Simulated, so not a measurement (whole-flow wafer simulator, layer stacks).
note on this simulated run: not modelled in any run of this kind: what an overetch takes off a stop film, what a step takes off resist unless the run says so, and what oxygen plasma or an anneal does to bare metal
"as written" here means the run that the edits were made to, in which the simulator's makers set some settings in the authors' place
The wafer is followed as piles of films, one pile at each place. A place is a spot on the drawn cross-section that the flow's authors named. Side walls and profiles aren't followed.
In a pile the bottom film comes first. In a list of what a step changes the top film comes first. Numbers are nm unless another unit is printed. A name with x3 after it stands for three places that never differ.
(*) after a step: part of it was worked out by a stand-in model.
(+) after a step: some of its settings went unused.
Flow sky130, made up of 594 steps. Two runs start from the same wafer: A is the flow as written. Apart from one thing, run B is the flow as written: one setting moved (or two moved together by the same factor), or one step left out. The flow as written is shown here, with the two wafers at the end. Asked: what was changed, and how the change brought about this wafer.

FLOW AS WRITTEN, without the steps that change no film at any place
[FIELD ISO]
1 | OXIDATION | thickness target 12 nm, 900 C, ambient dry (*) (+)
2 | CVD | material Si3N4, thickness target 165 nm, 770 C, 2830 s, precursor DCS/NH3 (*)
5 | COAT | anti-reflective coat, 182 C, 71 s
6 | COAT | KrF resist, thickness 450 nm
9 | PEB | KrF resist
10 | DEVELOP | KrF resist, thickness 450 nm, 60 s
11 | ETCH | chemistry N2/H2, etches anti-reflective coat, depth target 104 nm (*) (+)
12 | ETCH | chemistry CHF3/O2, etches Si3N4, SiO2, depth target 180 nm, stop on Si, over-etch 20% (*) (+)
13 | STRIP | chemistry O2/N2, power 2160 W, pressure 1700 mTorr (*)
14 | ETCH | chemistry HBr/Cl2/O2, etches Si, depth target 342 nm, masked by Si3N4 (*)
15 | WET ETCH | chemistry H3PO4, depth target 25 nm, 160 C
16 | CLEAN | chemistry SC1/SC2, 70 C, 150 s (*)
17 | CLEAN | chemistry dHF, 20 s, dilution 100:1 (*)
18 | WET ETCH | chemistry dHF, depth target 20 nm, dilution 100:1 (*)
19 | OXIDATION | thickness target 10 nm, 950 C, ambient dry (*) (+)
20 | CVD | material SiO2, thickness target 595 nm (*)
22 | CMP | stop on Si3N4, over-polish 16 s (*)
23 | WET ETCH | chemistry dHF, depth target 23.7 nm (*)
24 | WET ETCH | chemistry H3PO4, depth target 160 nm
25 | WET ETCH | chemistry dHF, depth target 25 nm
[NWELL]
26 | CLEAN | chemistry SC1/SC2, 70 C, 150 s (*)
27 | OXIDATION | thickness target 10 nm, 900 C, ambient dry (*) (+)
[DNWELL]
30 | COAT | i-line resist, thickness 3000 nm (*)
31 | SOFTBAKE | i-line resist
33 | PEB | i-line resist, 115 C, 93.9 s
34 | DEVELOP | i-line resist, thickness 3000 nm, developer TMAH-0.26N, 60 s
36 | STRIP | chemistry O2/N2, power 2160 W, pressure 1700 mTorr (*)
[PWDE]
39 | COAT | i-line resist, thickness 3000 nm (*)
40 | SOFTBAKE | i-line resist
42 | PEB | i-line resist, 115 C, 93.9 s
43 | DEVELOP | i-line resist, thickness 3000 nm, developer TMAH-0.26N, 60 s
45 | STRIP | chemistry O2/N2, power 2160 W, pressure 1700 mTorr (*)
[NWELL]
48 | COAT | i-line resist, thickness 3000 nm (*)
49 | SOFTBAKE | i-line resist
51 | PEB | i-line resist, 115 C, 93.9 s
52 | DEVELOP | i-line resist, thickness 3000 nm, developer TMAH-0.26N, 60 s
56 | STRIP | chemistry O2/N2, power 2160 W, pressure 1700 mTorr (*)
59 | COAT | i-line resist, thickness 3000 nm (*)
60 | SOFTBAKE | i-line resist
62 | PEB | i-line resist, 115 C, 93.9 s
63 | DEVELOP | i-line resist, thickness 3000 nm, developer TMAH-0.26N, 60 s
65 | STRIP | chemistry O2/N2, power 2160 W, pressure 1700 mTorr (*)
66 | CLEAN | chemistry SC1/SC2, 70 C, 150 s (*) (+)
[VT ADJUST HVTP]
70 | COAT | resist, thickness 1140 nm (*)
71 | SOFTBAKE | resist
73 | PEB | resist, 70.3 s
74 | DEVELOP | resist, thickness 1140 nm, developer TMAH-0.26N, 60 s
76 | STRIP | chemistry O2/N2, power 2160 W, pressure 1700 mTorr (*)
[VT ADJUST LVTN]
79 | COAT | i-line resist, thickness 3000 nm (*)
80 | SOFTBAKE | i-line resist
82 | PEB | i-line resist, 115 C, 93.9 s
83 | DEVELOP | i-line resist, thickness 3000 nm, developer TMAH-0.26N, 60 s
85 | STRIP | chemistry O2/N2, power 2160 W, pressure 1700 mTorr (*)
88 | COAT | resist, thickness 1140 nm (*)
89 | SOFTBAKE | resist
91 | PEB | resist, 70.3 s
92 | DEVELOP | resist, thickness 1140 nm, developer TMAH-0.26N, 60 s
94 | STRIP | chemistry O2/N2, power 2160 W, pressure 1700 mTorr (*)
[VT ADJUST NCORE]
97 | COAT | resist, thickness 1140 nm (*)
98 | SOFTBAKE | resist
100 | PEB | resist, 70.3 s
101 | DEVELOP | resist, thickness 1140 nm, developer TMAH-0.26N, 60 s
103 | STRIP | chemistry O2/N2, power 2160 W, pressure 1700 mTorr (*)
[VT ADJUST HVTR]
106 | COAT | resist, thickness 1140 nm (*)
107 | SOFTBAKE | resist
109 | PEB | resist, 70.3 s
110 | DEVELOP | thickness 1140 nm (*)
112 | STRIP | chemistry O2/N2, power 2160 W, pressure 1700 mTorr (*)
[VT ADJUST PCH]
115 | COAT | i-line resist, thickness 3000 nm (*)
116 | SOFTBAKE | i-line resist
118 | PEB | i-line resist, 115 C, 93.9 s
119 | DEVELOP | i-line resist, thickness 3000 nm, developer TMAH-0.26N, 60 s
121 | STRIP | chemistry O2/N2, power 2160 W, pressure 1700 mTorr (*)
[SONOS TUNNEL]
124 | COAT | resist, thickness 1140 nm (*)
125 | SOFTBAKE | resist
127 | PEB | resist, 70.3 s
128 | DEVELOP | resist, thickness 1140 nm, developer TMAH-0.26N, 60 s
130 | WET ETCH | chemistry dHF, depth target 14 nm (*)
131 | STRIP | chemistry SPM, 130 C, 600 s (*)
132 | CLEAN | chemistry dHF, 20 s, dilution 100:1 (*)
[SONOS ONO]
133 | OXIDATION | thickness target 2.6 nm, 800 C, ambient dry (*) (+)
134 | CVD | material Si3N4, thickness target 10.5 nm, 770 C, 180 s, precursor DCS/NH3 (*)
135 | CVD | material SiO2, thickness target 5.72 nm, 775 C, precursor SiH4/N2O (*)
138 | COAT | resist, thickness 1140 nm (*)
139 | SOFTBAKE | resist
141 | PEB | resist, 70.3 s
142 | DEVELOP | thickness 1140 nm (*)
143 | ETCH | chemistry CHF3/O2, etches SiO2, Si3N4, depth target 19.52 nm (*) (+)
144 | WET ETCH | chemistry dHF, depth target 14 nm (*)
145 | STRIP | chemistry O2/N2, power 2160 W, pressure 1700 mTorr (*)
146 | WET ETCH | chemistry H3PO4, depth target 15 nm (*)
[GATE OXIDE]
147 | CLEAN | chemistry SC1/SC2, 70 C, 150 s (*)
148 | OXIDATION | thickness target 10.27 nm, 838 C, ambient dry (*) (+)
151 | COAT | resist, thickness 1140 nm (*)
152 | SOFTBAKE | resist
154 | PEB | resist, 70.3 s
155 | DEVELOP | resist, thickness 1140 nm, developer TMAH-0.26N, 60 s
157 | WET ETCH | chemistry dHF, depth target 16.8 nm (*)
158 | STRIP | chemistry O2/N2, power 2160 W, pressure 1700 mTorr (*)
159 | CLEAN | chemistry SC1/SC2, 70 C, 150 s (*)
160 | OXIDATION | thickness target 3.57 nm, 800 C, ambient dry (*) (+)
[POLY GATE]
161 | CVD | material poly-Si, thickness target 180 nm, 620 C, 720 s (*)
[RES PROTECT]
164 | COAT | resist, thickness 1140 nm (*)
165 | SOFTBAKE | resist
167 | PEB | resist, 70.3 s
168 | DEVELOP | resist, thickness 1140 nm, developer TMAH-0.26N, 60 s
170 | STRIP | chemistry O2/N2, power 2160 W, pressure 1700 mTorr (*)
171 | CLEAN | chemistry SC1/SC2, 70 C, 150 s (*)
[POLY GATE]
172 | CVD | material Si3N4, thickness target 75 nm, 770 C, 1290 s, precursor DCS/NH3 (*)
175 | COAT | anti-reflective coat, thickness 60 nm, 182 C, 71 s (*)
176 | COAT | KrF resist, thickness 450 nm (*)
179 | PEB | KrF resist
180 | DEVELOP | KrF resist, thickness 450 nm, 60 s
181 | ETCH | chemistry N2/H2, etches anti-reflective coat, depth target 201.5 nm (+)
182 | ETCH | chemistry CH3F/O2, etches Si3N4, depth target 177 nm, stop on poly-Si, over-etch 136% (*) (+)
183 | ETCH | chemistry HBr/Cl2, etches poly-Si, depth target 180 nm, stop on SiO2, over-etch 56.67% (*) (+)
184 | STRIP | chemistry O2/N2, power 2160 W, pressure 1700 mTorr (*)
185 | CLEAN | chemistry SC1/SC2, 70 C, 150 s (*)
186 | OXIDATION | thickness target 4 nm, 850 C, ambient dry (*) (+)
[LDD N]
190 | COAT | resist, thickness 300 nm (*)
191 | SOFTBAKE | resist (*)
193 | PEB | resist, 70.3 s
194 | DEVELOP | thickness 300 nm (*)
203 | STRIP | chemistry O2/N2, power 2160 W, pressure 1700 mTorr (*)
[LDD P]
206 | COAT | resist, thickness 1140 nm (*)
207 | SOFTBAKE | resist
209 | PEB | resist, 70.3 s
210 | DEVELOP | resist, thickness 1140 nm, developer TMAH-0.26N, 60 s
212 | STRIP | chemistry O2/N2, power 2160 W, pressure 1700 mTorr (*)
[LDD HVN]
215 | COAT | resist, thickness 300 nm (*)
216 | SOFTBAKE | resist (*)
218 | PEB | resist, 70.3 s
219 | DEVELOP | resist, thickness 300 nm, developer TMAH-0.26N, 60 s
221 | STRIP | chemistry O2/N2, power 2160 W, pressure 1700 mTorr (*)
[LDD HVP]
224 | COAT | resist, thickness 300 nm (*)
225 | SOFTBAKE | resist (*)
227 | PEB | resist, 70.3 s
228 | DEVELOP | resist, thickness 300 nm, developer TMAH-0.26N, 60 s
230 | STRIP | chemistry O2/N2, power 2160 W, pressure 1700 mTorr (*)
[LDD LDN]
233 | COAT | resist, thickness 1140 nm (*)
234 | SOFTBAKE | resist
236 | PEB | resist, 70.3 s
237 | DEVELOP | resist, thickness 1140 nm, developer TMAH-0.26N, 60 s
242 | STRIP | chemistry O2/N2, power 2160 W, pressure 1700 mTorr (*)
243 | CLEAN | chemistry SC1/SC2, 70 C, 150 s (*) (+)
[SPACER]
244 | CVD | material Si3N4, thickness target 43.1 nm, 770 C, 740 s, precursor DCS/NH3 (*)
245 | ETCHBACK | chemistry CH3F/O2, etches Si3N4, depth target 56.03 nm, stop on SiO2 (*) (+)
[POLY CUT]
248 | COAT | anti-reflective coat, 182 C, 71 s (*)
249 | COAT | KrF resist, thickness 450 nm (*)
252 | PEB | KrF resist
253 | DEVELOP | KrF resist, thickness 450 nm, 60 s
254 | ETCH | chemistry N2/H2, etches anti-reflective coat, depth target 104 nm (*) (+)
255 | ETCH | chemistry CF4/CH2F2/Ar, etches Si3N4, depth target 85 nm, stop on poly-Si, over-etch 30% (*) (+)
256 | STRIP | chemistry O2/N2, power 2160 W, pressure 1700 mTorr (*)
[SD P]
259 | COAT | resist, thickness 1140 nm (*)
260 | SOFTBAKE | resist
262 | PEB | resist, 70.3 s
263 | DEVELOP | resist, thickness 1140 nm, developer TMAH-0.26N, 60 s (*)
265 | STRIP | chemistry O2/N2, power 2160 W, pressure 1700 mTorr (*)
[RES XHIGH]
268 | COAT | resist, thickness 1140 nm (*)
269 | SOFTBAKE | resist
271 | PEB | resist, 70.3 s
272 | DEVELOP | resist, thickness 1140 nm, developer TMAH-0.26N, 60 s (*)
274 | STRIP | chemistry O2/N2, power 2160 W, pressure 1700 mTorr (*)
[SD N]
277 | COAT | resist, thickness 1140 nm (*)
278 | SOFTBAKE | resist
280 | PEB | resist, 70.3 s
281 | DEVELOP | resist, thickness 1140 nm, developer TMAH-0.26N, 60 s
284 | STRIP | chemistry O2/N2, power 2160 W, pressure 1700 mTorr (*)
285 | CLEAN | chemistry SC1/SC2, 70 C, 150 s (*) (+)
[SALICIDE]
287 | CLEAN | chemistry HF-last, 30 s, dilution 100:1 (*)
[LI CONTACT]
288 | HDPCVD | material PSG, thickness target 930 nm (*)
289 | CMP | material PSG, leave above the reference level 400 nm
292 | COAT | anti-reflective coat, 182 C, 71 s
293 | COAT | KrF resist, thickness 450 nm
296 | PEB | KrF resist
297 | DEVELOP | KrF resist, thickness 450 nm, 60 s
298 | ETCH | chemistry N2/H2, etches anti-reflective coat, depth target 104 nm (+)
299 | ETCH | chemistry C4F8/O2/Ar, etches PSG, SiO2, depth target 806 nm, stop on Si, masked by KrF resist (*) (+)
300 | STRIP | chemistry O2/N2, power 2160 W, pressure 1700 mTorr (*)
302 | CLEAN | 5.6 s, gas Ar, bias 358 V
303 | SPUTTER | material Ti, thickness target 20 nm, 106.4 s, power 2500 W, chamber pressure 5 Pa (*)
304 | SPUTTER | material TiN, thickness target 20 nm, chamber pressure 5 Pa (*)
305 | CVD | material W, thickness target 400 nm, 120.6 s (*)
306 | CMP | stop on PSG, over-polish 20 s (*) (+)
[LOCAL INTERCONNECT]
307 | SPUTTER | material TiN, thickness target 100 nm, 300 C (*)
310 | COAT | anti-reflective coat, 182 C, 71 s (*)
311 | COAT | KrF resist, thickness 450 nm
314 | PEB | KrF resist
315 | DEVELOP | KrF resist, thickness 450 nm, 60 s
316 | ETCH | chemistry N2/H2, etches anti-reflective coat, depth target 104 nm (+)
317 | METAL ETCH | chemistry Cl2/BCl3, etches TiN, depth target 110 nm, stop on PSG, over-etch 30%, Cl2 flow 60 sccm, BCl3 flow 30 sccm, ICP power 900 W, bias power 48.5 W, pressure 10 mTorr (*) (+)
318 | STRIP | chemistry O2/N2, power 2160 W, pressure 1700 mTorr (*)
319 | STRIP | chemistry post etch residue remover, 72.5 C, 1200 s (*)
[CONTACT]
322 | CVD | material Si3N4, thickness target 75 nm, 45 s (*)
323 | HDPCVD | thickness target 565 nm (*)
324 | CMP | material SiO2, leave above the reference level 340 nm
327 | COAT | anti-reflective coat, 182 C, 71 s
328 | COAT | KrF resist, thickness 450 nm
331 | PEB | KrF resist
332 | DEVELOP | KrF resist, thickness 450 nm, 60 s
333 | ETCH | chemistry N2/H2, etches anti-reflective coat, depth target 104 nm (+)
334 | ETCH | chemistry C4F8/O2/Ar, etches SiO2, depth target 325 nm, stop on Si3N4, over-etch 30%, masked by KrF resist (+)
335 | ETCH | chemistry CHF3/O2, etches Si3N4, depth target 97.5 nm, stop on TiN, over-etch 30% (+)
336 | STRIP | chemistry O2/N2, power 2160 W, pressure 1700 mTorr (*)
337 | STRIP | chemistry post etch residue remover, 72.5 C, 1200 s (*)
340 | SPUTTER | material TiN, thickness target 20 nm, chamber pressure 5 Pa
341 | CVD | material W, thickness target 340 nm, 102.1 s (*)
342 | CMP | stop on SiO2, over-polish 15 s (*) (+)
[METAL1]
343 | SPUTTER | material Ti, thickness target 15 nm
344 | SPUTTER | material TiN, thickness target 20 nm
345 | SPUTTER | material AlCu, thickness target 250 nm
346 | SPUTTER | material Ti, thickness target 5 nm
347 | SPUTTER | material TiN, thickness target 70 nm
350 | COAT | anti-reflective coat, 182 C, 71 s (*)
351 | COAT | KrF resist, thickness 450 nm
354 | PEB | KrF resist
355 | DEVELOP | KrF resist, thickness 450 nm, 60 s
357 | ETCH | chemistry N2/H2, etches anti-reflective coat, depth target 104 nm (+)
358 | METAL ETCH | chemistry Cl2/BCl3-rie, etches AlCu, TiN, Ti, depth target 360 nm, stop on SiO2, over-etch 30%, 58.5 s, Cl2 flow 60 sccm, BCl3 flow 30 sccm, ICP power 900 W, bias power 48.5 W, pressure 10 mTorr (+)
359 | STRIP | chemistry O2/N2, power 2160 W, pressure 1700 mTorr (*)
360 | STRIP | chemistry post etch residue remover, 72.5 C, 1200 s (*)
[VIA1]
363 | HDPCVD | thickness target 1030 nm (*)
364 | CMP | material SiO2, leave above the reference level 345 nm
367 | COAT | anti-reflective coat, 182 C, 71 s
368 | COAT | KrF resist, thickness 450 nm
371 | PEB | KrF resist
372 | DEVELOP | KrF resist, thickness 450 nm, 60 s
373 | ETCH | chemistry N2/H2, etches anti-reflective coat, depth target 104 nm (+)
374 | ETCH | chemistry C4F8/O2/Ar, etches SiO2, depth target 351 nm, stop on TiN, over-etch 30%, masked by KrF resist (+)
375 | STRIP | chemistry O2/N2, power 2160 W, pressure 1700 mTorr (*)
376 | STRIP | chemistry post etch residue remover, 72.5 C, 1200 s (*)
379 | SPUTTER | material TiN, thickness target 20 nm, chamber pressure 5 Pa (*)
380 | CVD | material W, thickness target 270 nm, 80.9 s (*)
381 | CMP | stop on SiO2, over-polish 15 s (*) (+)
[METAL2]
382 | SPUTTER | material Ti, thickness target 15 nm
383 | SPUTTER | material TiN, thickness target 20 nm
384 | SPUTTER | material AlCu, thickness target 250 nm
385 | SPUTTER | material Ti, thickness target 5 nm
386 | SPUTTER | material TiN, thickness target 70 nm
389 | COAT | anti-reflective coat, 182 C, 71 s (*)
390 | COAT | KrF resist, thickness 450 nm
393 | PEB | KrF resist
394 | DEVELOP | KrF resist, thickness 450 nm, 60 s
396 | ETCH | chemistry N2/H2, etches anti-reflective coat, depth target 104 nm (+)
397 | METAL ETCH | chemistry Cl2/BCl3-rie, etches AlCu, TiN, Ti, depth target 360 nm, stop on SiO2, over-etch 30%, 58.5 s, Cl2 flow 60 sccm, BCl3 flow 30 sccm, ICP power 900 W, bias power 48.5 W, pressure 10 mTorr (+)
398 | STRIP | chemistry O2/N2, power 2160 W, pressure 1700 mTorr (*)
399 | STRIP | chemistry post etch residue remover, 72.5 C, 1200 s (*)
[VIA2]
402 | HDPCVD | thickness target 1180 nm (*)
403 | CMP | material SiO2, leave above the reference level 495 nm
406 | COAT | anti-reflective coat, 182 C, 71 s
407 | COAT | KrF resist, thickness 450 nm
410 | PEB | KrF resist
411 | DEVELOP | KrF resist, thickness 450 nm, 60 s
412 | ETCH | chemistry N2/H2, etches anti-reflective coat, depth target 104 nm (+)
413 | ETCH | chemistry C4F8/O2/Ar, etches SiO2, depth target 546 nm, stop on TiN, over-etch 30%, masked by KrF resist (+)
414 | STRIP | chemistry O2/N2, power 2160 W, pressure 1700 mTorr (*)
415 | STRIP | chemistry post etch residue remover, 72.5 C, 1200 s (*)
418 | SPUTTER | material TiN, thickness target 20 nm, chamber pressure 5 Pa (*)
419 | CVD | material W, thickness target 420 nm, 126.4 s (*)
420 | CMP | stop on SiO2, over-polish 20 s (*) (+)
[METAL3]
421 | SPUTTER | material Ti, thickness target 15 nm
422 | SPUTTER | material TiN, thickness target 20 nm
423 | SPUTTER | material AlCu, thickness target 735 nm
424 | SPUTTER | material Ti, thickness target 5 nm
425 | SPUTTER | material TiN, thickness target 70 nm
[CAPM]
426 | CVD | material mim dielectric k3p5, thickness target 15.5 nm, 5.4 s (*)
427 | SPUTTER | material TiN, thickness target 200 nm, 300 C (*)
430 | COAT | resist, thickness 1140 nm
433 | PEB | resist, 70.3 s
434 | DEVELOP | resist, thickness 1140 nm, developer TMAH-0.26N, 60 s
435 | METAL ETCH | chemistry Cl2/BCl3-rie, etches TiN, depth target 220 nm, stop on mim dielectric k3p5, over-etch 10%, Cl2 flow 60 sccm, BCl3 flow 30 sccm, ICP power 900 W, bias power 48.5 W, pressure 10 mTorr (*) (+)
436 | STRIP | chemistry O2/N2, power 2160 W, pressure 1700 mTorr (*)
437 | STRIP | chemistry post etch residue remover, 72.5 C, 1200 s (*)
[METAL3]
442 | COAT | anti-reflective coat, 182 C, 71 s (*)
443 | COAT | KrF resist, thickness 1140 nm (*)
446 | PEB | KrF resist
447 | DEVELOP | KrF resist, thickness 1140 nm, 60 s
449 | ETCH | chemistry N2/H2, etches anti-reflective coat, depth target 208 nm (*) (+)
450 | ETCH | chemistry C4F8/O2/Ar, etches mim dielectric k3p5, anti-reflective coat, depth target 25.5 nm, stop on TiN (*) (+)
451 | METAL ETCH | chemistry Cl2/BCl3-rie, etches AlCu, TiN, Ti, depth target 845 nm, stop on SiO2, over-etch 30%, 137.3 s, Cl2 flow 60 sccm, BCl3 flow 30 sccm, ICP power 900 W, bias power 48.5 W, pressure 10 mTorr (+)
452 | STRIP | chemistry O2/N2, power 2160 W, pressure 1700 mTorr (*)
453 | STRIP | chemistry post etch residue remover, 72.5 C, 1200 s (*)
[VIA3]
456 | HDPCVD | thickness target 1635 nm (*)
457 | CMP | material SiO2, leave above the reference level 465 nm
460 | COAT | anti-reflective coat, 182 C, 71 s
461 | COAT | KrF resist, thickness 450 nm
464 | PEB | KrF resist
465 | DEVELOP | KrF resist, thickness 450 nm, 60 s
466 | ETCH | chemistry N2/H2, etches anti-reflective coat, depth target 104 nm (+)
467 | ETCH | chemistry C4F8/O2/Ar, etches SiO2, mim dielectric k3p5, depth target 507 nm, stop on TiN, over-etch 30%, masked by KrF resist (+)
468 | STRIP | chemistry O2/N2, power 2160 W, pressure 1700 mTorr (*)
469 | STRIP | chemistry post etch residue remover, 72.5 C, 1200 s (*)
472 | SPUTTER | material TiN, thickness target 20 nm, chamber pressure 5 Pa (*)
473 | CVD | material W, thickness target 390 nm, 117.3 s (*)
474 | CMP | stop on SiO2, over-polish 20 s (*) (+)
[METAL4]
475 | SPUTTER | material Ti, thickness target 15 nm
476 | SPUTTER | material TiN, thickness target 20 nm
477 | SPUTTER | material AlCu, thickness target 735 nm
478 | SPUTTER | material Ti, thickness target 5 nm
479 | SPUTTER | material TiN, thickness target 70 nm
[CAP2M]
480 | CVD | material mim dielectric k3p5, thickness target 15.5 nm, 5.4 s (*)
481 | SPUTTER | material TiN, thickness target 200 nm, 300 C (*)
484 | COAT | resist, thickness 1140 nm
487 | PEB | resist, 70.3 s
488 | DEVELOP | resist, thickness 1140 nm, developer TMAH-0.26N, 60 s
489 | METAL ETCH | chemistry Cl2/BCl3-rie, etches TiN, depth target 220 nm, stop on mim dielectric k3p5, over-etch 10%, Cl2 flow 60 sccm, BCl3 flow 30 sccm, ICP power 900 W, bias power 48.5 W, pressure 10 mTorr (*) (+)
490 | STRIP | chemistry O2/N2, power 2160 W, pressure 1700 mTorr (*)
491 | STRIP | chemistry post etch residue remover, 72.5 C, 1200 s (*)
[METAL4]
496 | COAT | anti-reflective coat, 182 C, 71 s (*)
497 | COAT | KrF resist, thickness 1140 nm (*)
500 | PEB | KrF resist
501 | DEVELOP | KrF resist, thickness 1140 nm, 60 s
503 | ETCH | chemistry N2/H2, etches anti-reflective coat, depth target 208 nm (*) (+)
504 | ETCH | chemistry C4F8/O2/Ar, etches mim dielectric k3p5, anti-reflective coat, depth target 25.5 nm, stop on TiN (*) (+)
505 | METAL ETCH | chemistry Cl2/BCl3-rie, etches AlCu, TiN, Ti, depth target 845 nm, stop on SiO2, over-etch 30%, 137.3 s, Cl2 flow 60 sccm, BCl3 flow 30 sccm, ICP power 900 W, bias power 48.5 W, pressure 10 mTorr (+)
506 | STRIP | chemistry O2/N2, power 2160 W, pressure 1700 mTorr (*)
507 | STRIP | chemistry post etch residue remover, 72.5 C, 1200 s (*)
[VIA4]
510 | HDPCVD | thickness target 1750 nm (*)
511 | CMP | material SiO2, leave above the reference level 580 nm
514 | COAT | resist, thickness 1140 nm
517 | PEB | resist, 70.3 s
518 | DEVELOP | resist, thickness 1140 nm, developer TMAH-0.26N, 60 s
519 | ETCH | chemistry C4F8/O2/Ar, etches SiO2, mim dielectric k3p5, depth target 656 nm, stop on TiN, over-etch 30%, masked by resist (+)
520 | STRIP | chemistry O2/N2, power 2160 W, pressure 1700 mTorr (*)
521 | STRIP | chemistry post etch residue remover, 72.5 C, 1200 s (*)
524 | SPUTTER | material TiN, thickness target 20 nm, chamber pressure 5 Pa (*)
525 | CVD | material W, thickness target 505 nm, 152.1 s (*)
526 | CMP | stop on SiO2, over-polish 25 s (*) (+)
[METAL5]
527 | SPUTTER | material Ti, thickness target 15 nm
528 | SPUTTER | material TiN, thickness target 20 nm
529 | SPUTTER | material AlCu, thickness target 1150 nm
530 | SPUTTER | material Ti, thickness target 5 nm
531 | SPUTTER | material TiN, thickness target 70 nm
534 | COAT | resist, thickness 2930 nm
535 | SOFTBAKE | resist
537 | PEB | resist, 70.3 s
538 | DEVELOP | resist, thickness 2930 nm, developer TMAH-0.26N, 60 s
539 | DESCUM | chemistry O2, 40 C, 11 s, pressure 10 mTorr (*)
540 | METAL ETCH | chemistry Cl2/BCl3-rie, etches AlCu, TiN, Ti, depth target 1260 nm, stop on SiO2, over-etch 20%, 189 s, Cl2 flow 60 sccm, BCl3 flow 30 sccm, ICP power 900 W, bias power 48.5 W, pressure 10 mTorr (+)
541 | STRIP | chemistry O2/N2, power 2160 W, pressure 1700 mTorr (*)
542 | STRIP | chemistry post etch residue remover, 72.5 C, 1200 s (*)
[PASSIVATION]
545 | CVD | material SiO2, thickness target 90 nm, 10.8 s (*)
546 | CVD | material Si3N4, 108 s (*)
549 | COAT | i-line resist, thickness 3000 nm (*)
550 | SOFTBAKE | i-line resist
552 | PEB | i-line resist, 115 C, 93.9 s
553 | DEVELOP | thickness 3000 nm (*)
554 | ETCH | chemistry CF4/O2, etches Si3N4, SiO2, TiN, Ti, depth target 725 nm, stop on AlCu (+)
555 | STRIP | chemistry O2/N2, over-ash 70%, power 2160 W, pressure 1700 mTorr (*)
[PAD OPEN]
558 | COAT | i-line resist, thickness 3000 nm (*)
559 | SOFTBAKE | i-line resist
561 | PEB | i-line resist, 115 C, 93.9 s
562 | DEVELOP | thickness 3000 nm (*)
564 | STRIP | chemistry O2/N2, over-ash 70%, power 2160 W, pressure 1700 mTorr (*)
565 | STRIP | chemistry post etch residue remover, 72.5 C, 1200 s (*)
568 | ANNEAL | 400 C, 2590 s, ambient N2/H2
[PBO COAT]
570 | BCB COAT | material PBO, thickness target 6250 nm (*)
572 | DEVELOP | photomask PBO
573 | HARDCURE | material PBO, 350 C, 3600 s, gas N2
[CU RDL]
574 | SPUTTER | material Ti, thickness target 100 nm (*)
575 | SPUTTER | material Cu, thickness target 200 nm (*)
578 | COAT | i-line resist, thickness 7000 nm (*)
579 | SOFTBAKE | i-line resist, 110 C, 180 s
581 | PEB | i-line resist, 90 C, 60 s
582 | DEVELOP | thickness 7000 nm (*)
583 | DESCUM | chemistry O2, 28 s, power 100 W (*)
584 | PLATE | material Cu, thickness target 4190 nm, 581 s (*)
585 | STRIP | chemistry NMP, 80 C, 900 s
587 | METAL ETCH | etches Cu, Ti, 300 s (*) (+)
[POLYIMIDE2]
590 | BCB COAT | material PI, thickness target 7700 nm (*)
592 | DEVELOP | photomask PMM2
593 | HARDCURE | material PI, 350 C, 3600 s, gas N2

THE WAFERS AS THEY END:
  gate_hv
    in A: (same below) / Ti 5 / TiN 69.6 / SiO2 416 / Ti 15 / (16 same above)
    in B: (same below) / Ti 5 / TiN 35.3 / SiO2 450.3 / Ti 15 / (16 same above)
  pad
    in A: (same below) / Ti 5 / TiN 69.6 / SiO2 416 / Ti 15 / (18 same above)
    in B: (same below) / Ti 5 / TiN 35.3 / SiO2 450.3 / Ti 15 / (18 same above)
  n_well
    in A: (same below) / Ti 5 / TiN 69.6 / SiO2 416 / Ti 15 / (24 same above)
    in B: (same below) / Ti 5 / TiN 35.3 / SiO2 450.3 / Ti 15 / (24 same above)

What caused this: step 386, SPUTTER: thickness target 35.7 nm was run, whereas the flow has thickness target 70 nm.

How this came from the change, step by step:
  386 | SPUTTER | material TiN, thickness target 70 nm
      field, active, n_well and 188 more: A TiN gains 70 (new film) | B TiN gains 35.7 (new film)
  397 | METAL ETCH | chemistry Cl2/BCl3-rie, etches AlCu, TiN, Ti, depth target 360 nm, stop on SiO2, over-etch 30%, 58.5 s, Cl2 flow 60 sccm, BCl3 flow 30 sccm, ICP power 900 W, bias power 48.5 W, pressure 10 mTorr (+)
      field, active, gate and 82 more: A TiN loses 68.7 (all of it), Ti loses 5 (all of it), AlCu loses 250 (all of it), TiN loses 20 (all of it), Ti loses 15 (all of it), SiO2 loses 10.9 | B TiN loses 34.4 (all of it), Ti loses 5 (all of it), AlCu loses 250 (all of it), TiN loses 20 (all of it), Ti loses 15 (all of it), SiO2 loses 14.4
  403 | CMP | material SiO2, leave above the reference level 495 nm
      n_well, p_well, gate_hv and 101 more: A SiO2 loses 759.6 | B SiO2 loses 725.3
      m1, via1_hole: A SiO2 loses 759.1 | B SiO2 loses 724.8
  413 | ETCH | chemistry C4F8/O2/Ar, etches SiO2, depth target 546 nm, stop on TiN, over-etch 30%, masked by KrF resist (+)
      m1: A SiO2 loses 420.3 (all of it) | B SiO2 loses 454.6 (all of it)
      via2_hole: A SiO2 loses 419.8 (all of it) | B SiO2 loses 454.1 (all of it)
  419 | CVD | material W, thickness target 420 nm, 126.4 s (*)
      m1: A W gains 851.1 (new film) | B W gains 885.9 (new film)
      via2_hole: A W gains 850.7 (new film) | B W gains 885.4 (new film)
